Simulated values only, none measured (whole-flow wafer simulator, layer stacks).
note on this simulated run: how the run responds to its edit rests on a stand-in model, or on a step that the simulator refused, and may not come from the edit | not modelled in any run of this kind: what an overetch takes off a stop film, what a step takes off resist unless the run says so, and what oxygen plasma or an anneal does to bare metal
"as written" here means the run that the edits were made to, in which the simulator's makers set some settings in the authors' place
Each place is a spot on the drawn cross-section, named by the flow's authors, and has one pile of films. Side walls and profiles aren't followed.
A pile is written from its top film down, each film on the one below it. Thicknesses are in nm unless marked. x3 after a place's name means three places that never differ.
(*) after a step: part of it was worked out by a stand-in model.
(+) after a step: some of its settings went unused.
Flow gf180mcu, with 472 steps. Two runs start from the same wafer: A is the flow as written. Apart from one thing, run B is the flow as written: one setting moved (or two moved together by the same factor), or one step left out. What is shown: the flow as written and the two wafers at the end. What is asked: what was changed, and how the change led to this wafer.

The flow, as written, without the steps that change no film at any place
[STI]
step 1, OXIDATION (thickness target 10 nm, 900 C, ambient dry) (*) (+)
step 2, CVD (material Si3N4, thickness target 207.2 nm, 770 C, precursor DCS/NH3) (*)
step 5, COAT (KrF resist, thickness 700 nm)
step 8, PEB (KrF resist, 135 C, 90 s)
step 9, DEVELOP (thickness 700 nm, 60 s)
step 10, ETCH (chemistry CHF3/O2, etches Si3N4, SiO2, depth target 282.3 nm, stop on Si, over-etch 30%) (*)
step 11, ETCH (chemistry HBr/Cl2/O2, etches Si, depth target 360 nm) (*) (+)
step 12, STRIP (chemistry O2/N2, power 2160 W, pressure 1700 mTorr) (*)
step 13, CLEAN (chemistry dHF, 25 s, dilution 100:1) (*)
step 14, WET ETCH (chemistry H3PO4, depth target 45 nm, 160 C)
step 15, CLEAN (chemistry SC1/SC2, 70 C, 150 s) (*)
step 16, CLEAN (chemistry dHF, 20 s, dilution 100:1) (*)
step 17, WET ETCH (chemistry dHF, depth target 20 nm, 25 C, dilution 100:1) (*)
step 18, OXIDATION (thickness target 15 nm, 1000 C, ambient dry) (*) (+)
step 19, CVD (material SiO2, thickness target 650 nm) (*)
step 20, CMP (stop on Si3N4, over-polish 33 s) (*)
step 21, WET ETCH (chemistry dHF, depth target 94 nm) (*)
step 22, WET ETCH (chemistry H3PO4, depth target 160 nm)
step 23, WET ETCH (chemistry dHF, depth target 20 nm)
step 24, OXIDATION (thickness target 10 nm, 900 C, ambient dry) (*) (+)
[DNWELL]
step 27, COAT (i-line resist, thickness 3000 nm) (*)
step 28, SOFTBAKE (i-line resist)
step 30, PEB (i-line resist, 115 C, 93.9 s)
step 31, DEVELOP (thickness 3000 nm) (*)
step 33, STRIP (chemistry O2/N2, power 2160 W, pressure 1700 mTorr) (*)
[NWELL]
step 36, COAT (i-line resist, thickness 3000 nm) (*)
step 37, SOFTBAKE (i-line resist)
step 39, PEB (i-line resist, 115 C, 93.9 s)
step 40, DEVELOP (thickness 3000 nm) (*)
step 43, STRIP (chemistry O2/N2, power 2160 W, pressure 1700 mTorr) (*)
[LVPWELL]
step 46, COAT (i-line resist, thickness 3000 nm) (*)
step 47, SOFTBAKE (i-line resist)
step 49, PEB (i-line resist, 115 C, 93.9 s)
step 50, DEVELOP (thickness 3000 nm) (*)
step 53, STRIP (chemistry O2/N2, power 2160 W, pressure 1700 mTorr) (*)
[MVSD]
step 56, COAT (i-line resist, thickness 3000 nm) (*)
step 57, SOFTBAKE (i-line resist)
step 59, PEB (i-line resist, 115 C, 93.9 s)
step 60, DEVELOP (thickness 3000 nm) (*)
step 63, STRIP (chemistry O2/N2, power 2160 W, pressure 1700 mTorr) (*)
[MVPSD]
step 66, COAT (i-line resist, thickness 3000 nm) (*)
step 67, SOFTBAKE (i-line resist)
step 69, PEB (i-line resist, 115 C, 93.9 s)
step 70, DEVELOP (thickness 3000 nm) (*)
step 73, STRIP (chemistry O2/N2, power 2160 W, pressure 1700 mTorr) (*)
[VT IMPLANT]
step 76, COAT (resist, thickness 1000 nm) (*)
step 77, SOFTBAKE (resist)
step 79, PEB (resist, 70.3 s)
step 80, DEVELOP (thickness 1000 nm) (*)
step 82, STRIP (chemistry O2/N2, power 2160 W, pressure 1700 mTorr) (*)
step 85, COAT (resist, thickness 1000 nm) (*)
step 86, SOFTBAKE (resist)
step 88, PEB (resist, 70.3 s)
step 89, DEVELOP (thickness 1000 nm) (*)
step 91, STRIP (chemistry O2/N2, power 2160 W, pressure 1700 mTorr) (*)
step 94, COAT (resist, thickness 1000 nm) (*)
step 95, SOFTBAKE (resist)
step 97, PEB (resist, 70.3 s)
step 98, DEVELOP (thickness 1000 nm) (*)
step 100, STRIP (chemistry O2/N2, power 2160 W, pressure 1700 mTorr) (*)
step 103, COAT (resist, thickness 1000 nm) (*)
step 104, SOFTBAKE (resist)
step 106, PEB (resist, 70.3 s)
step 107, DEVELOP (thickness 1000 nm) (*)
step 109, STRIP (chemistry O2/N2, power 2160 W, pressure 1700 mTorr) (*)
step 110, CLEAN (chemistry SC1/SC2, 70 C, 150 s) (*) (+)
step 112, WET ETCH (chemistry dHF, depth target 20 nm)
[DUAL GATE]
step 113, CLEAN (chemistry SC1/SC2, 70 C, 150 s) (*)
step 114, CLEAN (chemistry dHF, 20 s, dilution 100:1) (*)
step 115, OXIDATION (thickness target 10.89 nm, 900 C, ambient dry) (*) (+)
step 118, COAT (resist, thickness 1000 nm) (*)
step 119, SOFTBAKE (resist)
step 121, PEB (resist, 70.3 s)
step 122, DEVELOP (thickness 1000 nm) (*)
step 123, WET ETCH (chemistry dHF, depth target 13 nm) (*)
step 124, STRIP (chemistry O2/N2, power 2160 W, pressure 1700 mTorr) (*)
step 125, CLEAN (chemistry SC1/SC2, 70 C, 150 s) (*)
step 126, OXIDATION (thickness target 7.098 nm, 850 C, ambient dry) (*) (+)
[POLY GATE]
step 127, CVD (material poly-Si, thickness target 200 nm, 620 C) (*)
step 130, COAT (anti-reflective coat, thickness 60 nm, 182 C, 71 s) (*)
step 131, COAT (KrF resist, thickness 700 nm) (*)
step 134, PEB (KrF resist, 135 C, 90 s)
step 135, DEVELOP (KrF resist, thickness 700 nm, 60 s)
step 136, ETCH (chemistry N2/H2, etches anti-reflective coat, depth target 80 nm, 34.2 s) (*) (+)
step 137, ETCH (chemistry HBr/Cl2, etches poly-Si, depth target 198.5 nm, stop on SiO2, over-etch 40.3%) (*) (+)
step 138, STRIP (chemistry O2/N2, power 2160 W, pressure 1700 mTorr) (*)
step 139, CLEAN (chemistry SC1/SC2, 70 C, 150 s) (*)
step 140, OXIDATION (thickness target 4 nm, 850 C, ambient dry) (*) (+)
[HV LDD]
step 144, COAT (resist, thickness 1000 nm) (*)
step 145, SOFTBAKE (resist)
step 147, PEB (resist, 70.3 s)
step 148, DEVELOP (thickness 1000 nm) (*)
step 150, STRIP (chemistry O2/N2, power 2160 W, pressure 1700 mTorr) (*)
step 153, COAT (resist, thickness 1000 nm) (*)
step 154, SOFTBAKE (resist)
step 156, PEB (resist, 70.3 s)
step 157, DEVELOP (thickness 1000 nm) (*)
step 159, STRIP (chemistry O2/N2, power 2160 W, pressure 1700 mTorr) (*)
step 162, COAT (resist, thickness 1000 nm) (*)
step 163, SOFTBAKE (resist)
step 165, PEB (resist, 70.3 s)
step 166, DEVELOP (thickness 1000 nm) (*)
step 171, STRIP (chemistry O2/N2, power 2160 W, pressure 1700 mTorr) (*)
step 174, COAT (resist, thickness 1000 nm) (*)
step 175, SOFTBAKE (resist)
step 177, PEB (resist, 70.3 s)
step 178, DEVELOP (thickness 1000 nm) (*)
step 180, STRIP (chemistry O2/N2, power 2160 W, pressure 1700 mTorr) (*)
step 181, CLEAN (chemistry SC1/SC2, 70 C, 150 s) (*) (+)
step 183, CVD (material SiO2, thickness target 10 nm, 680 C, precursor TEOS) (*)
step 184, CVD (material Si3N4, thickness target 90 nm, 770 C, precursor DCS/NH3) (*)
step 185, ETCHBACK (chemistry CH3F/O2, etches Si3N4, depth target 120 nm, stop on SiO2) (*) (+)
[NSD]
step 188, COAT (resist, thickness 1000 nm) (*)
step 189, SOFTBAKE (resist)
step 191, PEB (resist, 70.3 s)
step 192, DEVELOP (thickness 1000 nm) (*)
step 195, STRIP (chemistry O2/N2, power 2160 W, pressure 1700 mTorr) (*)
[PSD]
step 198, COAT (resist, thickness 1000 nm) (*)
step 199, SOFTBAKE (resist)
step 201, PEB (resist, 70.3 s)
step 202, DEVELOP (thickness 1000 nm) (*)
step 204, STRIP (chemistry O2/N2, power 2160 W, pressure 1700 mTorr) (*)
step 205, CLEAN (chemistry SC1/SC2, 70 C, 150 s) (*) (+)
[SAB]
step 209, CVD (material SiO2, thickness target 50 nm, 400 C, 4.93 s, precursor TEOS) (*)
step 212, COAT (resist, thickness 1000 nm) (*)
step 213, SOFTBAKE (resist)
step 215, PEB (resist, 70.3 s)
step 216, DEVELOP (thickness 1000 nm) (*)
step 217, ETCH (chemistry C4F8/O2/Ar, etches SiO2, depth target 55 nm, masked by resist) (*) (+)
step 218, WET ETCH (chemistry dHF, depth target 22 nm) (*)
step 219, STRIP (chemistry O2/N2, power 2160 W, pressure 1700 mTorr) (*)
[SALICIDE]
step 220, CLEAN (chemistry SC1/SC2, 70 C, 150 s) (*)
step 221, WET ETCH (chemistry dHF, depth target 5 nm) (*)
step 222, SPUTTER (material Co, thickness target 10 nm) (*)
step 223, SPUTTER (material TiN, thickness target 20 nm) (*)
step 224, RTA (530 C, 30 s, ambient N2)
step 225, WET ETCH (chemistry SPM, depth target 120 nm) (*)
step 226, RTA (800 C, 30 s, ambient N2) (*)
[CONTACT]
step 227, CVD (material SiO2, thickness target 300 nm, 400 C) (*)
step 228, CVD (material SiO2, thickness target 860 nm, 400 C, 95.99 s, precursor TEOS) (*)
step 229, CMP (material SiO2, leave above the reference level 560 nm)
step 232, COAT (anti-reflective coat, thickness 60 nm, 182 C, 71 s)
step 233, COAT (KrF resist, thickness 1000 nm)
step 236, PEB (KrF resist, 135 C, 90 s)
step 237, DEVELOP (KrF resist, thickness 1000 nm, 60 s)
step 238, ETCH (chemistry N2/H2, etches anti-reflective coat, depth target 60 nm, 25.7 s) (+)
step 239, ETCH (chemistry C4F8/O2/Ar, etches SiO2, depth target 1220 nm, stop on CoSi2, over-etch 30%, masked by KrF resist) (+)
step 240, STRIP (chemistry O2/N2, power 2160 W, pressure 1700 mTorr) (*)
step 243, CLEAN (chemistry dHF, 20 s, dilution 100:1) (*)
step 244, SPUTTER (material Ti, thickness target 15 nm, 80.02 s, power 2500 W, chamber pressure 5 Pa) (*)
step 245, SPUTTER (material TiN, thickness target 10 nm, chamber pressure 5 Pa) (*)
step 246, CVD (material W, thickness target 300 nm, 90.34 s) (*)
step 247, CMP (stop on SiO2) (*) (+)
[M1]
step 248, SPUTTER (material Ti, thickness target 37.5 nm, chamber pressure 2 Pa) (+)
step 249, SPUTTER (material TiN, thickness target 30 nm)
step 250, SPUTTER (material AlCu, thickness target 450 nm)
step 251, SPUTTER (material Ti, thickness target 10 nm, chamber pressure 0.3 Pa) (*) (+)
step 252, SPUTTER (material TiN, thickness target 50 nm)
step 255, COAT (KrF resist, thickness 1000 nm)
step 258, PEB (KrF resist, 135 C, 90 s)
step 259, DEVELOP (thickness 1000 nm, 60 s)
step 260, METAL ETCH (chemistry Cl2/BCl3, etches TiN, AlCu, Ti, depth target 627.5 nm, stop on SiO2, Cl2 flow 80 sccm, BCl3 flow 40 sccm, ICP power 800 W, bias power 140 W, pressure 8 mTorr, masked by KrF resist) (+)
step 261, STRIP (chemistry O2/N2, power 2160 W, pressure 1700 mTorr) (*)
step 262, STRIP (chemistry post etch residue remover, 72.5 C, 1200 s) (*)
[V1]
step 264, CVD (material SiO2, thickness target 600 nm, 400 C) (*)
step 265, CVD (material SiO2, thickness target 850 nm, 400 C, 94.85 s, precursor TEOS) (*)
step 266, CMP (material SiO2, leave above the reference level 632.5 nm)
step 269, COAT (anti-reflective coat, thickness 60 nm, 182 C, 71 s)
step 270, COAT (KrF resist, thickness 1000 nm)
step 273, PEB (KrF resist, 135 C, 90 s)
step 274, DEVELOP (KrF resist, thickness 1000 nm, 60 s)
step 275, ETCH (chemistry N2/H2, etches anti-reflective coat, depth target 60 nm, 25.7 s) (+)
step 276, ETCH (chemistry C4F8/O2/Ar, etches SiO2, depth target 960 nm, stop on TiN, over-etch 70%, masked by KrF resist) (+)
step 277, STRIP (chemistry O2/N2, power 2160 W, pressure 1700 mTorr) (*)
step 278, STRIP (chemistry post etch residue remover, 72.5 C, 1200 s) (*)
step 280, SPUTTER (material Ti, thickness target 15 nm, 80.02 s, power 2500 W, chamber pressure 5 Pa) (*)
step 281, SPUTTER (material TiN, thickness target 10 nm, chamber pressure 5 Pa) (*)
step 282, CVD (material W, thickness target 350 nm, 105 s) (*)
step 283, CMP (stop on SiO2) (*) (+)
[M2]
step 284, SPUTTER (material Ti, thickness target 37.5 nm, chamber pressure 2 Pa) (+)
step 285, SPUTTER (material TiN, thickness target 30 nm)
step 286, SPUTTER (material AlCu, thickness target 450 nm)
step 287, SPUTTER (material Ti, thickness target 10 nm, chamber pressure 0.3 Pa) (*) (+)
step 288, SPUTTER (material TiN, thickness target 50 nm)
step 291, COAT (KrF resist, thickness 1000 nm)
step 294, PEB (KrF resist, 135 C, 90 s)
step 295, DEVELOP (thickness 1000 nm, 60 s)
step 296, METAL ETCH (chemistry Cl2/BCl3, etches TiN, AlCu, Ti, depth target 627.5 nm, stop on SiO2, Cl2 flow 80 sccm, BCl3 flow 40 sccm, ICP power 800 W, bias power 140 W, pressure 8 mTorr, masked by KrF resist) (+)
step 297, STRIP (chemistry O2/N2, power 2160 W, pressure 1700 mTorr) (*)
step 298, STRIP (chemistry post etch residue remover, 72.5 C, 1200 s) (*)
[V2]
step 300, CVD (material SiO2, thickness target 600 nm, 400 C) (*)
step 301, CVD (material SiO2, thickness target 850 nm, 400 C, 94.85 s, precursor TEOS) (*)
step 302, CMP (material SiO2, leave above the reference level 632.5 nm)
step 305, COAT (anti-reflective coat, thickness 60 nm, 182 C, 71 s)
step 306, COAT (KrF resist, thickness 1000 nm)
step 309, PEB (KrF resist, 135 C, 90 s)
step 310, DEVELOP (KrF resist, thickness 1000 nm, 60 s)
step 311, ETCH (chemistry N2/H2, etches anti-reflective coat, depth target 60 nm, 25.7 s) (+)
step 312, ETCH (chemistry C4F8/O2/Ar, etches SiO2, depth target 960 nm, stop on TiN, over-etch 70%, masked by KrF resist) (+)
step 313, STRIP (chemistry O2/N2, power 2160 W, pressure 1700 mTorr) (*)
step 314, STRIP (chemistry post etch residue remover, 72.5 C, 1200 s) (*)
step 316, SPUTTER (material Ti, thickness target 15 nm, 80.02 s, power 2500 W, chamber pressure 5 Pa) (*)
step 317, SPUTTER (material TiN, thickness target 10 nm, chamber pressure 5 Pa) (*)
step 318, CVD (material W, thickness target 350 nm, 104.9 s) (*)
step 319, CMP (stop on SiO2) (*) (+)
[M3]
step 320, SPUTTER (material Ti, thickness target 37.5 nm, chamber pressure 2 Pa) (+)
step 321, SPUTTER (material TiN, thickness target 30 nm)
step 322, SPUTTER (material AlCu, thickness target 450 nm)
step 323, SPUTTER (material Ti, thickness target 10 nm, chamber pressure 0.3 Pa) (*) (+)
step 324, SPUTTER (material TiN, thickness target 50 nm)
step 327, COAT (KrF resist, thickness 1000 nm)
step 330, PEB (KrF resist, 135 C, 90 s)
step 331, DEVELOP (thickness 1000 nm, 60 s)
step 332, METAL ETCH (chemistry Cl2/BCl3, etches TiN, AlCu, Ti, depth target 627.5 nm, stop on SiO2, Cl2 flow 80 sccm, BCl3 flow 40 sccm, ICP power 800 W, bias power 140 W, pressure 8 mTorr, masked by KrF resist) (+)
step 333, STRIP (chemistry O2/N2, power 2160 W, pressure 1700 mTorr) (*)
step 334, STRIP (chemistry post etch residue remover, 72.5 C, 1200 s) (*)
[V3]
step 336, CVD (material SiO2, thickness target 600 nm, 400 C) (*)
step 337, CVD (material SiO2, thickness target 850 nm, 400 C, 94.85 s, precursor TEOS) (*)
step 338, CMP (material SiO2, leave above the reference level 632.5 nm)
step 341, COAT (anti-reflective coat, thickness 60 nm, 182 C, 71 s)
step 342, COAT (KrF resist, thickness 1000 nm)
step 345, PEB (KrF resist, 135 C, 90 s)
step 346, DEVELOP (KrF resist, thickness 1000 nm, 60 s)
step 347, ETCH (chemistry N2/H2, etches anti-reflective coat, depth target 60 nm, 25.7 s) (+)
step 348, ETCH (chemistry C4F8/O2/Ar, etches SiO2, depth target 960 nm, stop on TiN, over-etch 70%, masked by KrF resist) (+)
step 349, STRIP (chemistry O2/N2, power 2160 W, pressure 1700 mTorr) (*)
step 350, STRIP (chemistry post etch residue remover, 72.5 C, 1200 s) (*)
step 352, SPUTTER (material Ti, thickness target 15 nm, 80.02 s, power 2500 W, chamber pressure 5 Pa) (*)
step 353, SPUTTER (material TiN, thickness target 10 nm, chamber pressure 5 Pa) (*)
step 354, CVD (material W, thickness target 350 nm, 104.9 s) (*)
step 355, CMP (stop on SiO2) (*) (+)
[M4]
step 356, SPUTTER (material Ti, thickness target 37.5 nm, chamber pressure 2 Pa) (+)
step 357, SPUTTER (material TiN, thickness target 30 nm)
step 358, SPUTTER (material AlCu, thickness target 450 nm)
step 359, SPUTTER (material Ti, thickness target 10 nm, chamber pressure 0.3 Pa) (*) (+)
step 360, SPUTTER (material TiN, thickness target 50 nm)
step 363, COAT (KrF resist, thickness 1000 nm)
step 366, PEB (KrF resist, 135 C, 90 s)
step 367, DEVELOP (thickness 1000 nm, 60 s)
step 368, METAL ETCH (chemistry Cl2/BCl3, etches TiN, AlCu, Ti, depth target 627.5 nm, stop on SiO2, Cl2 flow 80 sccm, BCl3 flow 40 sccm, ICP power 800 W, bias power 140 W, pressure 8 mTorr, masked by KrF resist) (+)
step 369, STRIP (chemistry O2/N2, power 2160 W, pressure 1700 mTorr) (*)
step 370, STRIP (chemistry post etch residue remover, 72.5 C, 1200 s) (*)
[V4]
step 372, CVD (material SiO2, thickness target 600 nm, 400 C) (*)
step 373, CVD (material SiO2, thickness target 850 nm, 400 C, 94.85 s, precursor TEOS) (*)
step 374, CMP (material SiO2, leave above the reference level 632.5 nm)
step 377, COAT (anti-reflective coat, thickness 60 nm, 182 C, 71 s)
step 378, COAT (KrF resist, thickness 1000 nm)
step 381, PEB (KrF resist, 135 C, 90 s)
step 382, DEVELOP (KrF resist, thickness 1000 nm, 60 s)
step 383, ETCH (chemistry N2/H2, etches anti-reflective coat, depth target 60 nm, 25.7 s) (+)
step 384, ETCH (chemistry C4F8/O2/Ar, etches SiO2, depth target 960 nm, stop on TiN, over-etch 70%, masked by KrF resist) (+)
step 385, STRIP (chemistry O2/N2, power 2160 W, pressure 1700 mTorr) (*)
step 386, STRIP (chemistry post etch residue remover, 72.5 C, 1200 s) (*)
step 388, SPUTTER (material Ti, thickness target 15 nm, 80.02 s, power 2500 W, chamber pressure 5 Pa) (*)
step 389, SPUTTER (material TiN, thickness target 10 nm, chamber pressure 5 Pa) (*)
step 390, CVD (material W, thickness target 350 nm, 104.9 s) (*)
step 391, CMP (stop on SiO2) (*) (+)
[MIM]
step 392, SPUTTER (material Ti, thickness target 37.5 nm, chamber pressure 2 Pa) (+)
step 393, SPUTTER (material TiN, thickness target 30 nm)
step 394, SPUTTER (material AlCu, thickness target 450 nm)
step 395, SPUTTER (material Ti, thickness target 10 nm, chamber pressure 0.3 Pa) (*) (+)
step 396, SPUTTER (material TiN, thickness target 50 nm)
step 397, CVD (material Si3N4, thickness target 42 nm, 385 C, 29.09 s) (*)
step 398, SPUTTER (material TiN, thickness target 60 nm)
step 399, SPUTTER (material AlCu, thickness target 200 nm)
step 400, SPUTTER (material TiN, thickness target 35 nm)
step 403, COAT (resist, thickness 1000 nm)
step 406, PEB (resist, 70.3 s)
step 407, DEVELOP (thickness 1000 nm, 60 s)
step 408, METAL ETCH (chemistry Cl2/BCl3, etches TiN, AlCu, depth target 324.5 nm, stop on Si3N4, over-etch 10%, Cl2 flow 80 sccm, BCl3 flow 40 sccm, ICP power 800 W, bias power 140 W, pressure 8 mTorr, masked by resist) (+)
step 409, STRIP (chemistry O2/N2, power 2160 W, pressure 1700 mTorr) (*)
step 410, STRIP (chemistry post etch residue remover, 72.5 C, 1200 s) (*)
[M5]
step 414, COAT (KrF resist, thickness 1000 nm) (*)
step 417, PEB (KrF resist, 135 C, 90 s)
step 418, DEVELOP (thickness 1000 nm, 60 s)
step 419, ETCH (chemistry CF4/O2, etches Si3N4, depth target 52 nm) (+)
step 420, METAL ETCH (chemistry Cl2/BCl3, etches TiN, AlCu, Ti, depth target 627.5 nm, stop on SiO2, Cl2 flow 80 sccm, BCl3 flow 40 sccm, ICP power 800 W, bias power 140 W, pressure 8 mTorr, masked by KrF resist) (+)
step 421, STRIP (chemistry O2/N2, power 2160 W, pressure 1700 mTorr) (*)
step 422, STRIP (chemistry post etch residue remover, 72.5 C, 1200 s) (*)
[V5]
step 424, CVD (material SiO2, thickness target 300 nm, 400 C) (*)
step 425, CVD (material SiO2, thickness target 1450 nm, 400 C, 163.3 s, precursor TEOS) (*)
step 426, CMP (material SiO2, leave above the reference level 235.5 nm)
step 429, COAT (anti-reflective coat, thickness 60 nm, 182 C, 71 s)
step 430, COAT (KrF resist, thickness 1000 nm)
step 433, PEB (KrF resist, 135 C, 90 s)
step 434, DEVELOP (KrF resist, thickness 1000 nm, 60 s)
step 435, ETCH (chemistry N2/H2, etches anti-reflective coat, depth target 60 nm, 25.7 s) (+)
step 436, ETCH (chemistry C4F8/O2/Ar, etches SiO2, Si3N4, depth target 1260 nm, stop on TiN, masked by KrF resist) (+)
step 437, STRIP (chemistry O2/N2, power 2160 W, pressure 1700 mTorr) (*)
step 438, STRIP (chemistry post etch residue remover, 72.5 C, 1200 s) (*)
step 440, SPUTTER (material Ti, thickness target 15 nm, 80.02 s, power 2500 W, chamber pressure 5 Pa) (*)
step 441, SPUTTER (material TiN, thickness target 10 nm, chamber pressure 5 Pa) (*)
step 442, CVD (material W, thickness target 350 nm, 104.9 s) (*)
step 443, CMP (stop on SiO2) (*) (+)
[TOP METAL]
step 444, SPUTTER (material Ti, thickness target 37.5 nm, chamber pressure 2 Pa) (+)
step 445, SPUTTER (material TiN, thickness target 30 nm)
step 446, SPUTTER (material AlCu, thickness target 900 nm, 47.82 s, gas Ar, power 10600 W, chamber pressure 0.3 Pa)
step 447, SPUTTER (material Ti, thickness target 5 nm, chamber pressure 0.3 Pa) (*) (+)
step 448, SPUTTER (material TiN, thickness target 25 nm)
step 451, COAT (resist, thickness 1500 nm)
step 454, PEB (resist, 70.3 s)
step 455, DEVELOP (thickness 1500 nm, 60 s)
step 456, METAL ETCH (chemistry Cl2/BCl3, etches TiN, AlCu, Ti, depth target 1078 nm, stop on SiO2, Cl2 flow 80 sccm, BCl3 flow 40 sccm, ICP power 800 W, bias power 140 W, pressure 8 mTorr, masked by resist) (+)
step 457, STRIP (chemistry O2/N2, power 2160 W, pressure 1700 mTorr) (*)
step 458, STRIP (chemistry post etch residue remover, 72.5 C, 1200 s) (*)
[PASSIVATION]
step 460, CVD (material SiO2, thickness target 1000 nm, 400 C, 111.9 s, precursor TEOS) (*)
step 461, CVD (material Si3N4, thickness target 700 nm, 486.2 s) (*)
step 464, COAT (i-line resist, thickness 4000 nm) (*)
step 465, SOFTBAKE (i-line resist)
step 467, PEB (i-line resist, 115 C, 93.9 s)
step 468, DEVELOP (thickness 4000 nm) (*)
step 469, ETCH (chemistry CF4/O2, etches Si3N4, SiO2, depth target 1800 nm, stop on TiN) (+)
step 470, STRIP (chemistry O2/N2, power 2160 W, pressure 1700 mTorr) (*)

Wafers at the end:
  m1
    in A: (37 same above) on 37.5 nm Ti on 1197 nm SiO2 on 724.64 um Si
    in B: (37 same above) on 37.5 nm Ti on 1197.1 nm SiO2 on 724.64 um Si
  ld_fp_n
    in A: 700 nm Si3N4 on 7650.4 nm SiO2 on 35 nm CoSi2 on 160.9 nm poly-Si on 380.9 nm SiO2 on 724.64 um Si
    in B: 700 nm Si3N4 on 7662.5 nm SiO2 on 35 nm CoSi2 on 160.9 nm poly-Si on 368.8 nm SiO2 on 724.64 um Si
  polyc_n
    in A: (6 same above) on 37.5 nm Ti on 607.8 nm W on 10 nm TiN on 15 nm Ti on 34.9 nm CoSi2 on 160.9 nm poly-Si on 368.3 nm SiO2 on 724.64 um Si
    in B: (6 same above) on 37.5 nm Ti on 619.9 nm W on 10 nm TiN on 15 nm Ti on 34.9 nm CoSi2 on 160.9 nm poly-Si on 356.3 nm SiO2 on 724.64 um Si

The reason: step 112, WET ETCH: depth target 31 nm was run, while the flow as written has depth target 20 nm.

Step by step, how the change led to this:
  step 112, WET ETCH (chemistry dHF, depth target 20 nm)
      field, field__w2, field__w3 and 43 more: A SiO2 loses 22 | B SiO2 loses 34.1
  step 119, SOFTBAKE (resist)
      field_sub: A resist loses 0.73 | B resist loses 0.18
      gate_p_hv: A resist gains 0.83 | B resist gains 0.2
      (also at 1 further place)
  step 130, COAT (anti-reflective coat, thickness 60 nm, 182 C, 71 s) (*)
      p_well, spacer, sd_n: A anti-reflective coat gains 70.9 (new film) | B anti-reflective coat gains 59.3 (new film)
      ldn_ch, ldp_ch: A anti-reflective coat gains 66.7 (new film) | B anti-reflective coat gains 62.6 (new film)
      (also at 71 further places)
  step 136, ETCH (chemistry N2/H2, etches anti-reflective coat, depth target 80 nm, 34.2 s) (*) (+)
      p_well, spacer, sd_n: A anti-reflective coat loses 70.9 (all of it), poly-Si loses 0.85 | B anti-reflective coat loses 59.3 (all of it), poly-Si loses 1.15
      field__w1: A anti-reflective coat loses 50.8 (all of it), poly-Si loses 1.37 | B anti-reflective coat loses 56.8 (all of it), poly-Si loses 1.21
      (also at 51 further places)
  step 138, STRIP (chemistry O2/N2, power 2160 W, pressure 1700 mTorr) (*)
      gate: A chemical SiO2 gains 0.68 (new film), KrF resist loses 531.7 (all of it), anti-reflective coat loses 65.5 (all of it), poly-Si loses 0.3 | B chemical SiO2 gains 0.69 (new film), KrF resist loses 530.2 (all of it), anti-reflective coat loses 60.2 (all of it), poly-Si loses 0.3
      gate_hv: A chemical SiO2 gains 0.68 (new film), KrF resist loses 528.4 (all of it), anti-reflective coat loses 61 (all of it), poly-Si loses 0.3 | B chemical SiO2 gains 0.69 (new film), KrF resist loses 525.4 (all of it), anti-reflective coat loses 59.2 (all of it), poly-Si loses 0.3
      (also at 19 further places)
  step 144, COAT (resist, thickness 1000 nm) (*)
      field__w6: A resist gains 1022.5 (new film) | B resist gains 1052.2 (new film)
  step 145, SOFTBAKE (resist)
      field: A resist loses 0.3 | B resist gains 2.83
      nw_enc_fld_lv__w3: A resist gains 2.63 | B resist loses 0.95
      (also at 6 further places)
  step 147, PEB (resist, 70.3 s)
      field__w6: A resist loses 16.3 | B resist loses 17.1
  step 150, STRIP (chemistry O2/N2, power 2160 W, pressure 1700 mTorr) (*)
      field__w6: A resist loses 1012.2 (all of it) | B resist loses 1045.3 (all of it)
  step 153, COAT (resist, thickness 1000 nm) (*)
      field__w6: A resist gains 1022.5 (new film) | B resist gains 1052.2 (new film)
  step 154, SOFTBAKE (resist)
      field: A resist loses 0.3 | B resist gains 2.83
      nw_enc_fld_lv__w3: A resist gains 2.63 | B resist loses 0.95
      (also at 6 further places)
  step 156, PEB (resist, 70.3 s)
      field__w6: A resist loses 16.3 | B resist loses 17.1
  step 159, STRIP (chemistry O2/N2, power 2160 W, pressure 1700 mTorr) (*)
      field__w6: A resist loses 1012.2 (all of it) | B resist loses 1045.3 (all of it)
  step 162, COAT (resist, thickness 1000 nm) (*)
      field__w6: A resist gains 1022.5 (new film) | B resist gains 1052.2 (new film)
  step 163, SOFTBAKE (resist)
      field: A resist loses 0.3 | B resist gains 2.83
      nw_enc_fld_lv__w3: A resist gains 2.63 | B resist loses 0.95
      (also at 6 further places)
  step 165, PEB (resist, 70.3 s)
      field__w6: A resist loses 16.3 | B resist loses 17.1
  ... 11 other steps ...
  step 229, CMP (material SiO2, leave above the reference level 560 nm)
      ldn_sep__w1, ldn_sep__w2, ldn_dft and 8 more: A SiO2 loses 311 | B SiO2 loses 298.9
      sti, mim_1p0, pad, dice_street, iso_nw_fld, iso_fld_sub: A SiO2 loses 296.8 | B SiO2 loses 284.8
      (also at 50 further places)
